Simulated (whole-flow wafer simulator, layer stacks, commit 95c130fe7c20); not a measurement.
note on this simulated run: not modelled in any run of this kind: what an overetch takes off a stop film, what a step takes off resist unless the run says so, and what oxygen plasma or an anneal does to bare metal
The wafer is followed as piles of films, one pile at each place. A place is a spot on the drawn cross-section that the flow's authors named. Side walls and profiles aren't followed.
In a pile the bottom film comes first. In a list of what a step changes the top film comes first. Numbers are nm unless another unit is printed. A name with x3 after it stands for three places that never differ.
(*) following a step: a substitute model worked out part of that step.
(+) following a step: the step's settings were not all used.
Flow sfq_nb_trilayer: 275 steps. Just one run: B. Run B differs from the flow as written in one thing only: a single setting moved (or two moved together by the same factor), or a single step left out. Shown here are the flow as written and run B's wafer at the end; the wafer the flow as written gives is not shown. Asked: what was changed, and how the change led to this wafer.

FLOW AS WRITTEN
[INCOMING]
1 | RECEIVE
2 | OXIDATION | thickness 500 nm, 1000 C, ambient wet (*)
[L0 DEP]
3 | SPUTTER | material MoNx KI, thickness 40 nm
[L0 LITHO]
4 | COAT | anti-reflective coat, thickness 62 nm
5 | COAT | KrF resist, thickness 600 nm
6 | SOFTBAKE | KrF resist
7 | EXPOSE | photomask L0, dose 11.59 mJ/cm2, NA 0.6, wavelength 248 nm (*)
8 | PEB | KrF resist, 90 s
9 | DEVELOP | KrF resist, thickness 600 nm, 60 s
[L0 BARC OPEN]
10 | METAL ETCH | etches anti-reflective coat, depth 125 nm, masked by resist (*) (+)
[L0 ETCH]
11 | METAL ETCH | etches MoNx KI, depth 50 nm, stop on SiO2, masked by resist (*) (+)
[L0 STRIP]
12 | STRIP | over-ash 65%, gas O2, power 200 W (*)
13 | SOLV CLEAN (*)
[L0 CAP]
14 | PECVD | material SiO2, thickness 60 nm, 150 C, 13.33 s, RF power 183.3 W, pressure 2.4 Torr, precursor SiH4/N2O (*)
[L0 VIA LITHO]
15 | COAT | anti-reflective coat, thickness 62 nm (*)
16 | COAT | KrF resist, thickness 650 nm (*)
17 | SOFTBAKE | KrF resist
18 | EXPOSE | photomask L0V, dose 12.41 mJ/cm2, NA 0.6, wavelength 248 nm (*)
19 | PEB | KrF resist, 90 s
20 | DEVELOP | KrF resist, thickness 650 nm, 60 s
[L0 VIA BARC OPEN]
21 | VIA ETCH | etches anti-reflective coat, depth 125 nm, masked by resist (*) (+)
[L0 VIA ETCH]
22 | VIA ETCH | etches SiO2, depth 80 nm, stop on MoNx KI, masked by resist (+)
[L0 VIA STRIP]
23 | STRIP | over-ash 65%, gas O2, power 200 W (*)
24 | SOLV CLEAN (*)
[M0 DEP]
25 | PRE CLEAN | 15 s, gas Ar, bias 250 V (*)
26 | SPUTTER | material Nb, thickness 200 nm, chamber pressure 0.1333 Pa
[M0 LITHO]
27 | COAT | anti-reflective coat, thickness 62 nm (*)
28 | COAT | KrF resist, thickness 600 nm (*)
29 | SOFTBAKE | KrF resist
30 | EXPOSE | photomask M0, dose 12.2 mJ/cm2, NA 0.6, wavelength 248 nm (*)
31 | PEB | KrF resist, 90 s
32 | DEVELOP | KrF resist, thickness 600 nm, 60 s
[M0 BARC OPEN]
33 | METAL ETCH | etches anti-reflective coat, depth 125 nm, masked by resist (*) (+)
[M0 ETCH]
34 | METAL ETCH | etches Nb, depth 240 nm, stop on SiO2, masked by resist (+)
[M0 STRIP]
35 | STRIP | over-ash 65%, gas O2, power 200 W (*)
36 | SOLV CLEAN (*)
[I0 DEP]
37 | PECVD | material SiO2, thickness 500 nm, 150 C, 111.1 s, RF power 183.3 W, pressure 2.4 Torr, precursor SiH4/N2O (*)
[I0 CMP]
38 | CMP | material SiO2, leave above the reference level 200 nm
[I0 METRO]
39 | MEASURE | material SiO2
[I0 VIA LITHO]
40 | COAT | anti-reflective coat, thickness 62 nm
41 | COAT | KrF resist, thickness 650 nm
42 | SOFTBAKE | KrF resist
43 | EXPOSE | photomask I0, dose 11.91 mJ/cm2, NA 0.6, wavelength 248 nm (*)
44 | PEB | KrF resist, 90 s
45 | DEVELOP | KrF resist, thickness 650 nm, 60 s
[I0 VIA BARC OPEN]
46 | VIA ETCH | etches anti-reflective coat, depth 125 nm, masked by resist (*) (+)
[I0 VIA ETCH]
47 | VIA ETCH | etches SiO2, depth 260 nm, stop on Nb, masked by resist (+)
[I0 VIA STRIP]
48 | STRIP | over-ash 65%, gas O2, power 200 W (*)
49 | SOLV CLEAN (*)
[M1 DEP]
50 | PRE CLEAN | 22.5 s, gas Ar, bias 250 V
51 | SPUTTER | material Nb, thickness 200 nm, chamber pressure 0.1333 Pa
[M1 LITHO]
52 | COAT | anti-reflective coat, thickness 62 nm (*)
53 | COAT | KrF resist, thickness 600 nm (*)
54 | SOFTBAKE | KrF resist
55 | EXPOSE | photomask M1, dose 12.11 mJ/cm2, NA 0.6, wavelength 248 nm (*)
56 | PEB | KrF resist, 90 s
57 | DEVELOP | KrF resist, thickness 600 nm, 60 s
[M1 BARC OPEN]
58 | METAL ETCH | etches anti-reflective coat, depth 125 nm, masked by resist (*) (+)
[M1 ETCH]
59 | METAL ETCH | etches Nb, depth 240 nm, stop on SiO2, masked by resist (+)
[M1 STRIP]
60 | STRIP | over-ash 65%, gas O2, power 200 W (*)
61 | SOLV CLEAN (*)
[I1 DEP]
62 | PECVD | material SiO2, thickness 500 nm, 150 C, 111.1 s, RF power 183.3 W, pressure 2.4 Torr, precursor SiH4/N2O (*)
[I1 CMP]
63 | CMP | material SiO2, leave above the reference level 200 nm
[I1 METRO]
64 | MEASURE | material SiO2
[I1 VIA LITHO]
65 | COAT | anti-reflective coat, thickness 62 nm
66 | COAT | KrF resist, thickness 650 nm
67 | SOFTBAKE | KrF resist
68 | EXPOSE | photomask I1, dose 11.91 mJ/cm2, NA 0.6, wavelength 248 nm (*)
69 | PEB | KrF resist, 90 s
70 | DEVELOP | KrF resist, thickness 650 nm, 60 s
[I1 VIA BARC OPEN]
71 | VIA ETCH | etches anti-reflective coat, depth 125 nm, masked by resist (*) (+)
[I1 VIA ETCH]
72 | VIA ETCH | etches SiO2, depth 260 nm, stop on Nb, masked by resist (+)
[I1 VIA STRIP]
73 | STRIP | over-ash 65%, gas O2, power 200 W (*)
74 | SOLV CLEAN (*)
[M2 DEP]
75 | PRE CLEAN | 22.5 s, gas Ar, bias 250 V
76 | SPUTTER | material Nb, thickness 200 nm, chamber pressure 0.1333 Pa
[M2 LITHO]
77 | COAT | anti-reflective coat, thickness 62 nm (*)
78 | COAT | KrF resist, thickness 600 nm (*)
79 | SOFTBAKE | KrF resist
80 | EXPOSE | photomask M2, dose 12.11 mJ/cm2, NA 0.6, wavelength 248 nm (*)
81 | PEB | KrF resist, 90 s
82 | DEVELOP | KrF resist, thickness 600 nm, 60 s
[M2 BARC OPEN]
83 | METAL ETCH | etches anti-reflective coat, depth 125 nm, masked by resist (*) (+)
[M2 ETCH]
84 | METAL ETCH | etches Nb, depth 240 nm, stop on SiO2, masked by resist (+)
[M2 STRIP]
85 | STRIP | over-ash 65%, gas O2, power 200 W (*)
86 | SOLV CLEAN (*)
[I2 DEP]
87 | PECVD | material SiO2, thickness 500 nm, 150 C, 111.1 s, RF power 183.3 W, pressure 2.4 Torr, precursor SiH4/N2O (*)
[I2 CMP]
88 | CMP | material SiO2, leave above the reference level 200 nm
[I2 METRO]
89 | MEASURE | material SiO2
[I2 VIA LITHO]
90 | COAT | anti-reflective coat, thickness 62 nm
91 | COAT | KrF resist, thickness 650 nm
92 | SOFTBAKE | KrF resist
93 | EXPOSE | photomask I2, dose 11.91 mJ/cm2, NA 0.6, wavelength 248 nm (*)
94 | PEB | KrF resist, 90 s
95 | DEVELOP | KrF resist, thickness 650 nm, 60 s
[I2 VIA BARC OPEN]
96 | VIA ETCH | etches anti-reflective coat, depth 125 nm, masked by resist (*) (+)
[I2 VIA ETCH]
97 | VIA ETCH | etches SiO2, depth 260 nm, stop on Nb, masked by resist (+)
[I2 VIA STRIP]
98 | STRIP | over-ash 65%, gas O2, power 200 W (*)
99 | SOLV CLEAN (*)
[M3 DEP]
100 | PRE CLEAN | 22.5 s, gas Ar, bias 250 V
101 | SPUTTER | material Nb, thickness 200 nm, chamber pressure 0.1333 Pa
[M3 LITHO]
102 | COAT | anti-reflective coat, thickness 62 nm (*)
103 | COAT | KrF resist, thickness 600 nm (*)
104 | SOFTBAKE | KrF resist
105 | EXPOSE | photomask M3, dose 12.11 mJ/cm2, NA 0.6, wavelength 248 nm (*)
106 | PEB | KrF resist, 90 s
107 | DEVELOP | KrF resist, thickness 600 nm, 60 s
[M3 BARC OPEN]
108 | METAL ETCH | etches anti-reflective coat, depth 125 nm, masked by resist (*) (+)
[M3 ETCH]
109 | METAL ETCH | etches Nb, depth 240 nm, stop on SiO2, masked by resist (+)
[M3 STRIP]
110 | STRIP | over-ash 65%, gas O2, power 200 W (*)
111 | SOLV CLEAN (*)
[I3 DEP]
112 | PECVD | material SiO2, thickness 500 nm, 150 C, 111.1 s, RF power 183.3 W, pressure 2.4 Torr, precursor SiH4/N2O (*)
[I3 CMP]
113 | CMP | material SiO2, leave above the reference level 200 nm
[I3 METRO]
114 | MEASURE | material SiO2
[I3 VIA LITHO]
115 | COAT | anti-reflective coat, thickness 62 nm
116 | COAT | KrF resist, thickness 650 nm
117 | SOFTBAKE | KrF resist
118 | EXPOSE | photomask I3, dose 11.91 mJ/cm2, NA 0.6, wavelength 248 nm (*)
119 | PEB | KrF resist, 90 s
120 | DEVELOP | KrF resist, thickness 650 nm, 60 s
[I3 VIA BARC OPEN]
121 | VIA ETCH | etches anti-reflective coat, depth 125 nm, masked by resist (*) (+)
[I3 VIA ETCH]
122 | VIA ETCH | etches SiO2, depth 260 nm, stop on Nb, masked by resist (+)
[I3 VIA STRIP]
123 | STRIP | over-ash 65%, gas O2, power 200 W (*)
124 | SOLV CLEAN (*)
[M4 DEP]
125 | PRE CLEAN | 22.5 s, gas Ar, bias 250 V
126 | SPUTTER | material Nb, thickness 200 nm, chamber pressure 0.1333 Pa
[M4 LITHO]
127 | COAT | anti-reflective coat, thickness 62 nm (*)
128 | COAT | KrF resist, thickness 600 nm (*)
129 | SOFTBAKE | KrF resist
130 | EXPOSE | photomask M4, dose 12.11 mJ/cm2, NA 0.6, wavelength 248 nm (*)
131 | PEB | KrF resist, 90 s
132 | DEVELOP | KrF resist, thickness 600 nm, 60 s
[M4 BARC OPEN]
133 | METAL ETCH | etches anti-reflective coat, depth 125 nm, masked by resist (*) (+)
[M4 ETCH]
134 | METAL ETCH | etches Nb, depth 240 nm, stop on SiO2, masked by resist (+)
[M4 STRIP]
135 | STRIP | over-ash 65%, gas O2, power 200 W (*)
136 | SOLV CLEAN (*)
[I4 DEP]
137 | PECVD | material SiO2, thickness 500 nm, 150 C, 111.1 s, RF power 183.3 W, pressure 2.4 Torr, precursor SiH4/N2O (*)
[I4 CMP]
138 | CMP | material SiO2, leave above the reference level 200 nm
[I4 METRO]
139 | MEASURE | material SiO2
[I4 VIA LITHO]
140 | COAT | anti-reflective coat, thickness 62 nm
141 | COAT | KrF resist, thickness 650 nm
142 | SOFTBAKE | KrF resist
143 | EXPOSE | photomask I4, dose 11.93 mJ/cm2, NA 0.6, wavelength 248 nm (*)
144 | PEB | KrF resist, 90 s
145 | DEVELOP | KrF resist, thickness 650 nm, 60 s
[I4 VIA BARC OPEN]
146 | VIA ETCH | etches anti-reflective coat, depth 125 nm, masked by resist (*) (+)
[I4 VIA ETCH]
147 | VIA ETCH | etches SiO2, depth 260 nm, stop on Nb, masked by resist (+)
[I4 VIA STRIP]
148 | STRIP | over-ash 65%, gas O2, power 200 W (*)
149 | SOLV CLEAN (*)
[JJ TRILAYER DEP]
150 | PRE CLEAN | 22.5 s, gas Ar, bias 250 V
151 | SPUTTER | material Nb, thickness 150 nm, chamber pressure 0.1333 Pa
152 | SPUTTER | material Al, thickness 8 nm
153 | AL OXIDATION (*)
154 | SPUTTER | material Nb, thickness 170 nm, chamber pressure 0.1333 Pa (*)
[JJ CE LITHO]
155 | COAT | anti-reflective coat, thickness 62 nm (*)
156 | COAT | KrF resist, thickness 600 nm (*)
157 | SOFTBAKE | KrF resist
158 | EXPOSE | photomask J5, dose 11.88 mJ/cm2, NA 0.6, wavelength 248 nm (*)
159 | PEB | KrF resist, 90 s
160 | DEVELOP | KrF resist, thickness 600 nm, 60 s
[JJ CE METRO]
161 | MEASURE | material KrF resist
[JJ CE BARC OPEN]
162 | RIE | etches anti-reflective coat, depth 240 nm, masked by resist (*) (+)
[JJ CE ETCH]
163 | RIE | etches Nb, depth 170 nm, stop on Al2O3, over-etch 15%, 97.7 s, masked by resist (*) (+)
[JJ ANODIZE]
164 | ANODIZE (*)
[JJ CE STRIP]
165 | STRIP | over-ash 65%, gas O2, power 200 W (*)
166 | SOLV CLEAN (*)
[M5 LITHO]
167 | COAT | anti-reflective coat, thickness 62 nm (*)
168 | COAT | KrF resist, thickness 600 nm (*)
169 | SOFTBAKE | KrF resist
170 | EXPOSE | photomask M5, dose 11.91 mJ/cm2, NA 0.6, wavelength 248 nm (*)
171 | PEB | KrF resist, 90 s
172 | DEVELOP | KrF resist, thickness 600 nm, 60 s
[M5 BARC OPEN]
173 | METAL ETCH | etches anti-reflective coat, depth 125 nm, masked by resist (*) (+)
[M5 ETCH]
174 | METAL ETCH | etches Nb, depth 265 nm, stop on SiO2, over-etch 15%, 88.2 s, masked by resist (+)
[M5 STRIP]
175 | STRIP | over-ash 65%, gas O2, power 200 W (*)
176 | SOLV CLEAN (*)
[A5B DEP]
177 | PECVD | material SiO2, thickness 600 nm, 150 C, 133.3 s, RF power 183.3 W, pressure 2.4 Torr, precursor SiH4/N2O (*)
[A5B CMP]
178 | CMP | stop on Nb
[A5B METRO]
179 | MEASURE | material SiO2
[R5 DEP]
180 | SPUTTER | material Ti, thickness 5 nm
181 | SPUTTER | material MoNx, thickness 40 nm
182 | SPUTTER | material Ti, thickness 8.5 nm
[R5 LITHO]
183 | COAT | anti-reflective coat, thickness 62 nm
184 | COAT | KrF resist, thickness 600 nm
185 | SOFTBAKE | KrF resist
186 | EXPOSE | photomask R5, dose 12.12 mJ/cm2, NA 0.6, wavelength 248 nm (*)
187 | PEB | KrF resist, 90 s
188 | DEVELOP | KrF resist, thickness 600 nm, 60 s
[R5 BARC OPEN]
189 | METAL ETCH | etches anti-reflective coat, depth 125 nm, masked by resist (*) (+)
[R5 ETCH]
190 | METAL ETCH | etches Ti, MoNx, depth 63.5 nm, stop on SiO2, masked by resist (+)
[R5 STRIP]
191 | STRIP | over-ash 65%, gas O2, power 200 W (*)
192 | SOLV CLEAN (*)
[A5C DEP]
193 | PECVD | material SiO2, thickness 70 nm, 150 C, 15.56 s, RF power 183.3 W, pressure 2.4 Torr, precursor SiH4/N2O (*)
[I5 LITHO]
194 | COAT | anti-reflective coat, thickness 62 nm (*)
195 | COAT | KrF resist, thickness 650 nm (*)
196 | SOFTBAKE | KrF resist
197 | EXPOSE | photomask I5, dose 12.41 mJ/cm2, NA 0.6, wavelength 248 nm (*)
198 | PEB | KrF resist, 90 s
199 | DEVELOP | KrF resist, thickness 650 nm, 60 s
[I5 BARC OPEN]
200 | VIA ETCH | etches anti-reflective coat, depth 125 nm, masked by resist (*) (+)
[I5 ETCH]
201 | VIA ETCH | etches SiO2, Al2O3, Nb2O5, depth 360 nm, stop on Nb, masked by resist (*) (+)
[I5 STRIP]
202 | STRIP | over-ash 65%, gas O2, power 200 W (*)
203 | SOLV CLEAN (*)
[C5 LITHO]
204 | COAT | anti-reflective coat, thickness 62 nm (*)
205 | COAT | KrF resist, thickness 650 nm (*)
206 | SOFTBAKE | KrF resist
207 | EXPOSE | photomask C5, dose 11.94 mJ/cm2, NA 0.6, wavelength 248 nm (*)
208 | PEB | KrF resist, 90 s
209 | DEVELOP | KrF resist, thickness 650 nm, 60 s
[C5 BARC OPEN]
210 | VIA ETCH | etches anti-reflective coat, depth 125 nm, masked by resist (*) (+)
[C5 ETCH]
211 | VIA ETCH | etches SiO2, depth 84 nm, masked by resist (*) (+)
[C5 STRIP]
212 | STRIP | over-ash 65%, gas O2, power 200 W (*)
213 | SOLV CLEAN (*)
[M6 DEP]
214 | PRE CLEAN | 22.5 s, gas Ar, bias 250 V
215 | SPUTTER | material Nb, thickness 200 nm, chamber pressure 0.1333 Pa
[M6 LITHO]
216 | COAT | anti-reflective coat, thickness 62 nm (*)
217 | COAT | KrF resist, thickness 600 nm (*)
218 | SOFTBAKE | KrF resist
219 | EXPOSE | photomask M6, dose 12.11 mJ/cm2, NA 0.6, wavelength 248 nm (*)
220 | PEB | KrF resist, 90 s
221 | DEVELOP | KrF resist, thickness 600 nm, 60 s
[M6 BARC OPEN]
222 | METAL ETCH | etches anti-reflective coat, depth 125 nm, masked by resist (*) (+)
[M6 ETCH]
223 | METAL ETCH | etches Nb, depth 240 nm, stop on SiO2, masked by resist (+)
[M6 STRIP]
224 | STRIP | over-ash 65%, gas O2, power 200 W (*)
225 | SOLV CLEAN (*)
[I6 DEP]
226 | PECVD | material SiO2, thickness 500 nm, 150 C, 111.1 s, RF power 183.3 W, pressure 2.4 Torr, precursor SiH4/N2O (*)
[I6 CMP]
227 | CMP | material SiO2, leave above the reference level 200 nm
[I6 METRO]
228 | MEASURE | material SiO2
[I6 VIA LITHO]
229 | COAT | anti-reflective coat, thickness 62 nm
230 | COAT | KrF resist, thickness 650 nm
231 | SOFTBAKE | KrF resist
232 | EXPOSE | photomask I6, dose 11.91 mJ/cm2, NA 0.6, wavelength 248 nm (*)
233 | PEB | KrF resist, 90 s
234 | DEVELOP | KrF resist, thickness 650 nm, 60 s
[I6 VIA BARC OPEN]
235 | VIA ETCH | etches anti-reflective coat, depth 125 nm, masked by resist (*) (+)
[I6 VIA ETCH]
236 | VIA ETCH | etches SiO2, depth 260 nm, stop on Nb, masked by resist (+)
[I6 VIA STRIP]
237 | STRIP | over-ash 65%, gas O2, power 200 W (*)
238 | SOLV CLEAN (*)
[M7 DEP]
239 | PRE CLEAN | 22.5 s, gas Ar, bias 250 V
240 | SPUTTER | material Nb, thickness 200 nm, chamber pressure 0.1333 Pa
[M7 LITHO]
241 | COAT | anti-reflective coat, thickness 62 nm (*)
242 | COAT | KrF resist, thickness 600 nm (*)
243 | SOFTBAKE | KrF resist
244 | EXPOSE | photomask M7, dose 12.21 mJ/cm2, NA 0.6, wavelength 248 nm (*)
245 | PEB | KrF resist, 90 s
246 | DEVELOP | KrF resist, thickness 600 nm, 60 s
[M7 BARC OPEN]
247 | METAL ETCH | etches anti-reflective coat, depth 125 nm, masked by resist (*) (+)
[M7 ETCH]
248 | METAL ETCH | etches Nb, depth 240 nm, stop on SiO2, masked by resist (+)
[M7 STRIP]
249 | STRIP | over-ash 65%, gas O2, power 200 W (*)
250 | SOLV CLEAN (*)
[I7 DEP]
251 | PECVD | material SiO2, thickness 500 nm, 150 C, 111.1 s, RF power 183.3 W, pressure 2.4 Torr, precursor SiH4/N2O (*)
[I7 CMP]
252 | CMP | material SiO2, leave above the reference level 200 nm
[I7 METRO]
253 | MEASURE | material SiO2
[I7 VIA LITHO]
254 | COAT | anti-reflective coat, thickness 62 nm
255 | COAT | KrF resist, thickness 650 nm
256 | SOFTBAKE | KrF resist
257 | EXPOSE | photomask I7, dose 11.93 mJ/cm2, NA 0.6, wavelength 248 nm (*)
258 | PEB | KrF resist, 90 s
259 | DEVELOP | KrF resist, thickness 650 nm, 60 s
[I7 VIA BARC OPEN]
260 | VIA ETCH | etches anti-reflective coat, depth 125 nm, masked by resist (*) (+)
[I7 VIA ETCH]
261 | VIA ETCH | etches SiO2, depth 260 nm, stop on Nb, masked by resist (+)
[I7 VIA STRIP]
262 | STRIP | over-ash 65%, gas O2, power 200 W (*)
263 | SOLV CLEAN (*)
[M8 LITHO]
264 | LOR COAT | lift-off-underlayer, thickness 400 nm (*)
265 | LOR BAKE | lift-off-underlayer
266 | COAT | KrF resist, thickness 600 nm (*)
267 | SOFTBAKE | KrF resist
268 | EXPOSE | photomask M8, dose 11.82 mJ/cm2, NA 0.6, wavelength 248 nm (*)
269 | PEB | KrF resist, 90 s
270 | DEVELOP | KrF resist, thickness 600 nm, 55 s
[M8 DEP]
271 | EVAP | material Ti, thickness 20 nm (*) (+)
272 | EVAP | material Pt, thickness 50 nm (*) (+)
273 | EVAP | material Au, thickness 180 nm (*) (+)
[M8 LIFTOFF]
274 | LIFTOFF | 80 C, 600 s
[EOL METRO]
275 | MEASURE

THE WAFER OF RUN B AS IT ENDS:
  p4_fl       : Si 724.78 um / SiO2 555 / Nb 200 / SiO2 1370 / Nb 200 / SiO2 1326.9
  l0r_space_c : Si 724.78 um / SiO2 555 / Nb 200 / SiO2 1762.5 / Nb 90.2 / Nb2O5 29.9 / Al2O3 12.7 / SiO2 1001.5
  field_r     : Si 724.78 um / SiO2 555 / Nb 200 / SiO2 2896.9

The reason: step 151, SPUTTER: thickness 101 nm was run, whereas the flow has thickness 150 nm.

The path from the change to this, step by step:
  151 | SPUTTER | material Nb, thickness 150 nm, chamber pressure 0.1333 Pa
      field_l, v_sur, via_sp and 100 more: Nb gains 101 (new film) (in the flow as written it would be: Nb gains 150 (new film))
      via_wl, via_wr: Nb gains 72.2 (in the flow as written it would be: Nb gains 130.4)
      (and at 1 other place as well)
  154 | SPUTTER | material Nb, thickness 170 nm, chamber pressure 0.1333 Pa (*)
      via_w: Nb gains 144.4 (new film) (in the flow as written it would be: Nb gains 141 (new film))
  155 | COAT | anti-reflective coat, thickness 62 nm (*)
      via_wl, via_wr: anti-reflective coat gains 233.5 (new film) (in the flow as written it would be: anti-reflective coat gains 209.4 (new film))
      via_w: anti-reflective coat gains 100 (new film) (in the flow as written it would be: anti-reflective coat gains 97.4 (new film))
  162 | RIE | etches anti-reflective coat, depth 240 nm, masked by resist (*) (+)
      ce_l, c5j, ce_r, wl_jj: KrF resist loses 233.5 (in the flow as written it would be: KrF resist loses 209.4)
      via_wl, via_wr: anti-reflective coat loses 233.5 (all of it) (in the flow as written it would be: anti-reflective coat loses 209.4 (all of it))
      (and at 1 other place as well)
  163 | RIE | etches Nb, depth 170 nm, stop on Al2O3, over-etch 15%, 97.7 s, masked by resist (*) (+)
      via_w: Nb loses 144.4 (all of it), Al2O3 loses 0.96 (all of it) (in the flow as written it would be: Nb loses 141 (all of it), Al2O3 loses 0.96 (all of it))
  165 | STRIP | over-ash 65%, gas O2, power 200 W (*)
      ce_l: KrF resist loses 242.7 (all of it), anti-reflective coat loses 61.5 (all of it) (in the flow as written it would be: KrF resist loses 266.8 (all of it), anti-reflective coat loses 61.4 (all of it))
      c5j: KrF resist loses 242.8 (all of it), anti-reflective coat loses 61.5 (all of it) (in the flow as written it would be: KrF resist loses 266.9 (all of it), anti-reflective coat loses 61.5 (all of it))
      (and at 2 other places as well)
  167 | COAT | anti-reflective coat, thickness 62 nm (*)
      via_wl: anti-reflective coat gains 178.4 (new film) (in the flow as written it would be: anti-reflective coat gains 170.5 (new film))
      via_w: anti-reflective coat gains 78.5 (new film) (in the flow as written it would be: anti-reflective coat gains 84.1 (new film))
      (and at 1 other place as well)
  174 | METAL ETCH | etches Nb, depth 265 nm, stop on SiO2, over-etch 15%, 88.2 s, masked by resist (+)
      field_l, r_sur, res and 50 more: Al2O3 loses 12.6 (all of it), Nb2O5 loses 29.9 (all of it), Nb loses 90.2 (all of it), SiO2 loses 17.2 (in the flow as written it would be: Al2O3 loses 12.6 (all of it), Nb2O5 loses 29.9 (all of it), Nb loses 139.2 (all of it), SiO2 loses 12.3)
  175 | STRIP | over-ash 65%, gas O2, power 200 W (*)
      via_wl: KrF resist loses 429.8 (all of it), anti-reflective coat loses 178.4 (all of it) (in the flow as written it would be: KrF resist loses 427 (all of it), anti-reflective coat loses 170.5 (all of it))
      via_w: KrF resist loses 497.8 (all of it), anti-reflective coat loses 78.5 (all of it) (in the flow as written it would be: KrF resist loses 503.5 (all of it), anti-reflective coat loses 84.1 (all of it))
      (and at 1 other place as well)
  177 | PECVD | material SiO2, thickness 600 nm, 150 C, 133.3 s, RF power 183.3 W, pressure 2.4 Torr, precursor SiH4/N2O (*)
      via_wl, via_wr: SiO2 gains 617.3 (new film) (in the flow as written it would be: SiO2 gains 600 (new film))
  178 | CMP | stop on Nb
      field_l, p4_fl, p4_fm and 39 more: SiO2 loses 303.4 (in the flow as written it would be: SiO2 loses 259.3)
      r_sur, res, r_end, moat, field_r, lsp_l: SiO2 loses 303.4 (in the flow as written it would be: SiO2 loses 252.3)
      (and at 8 other places as well)
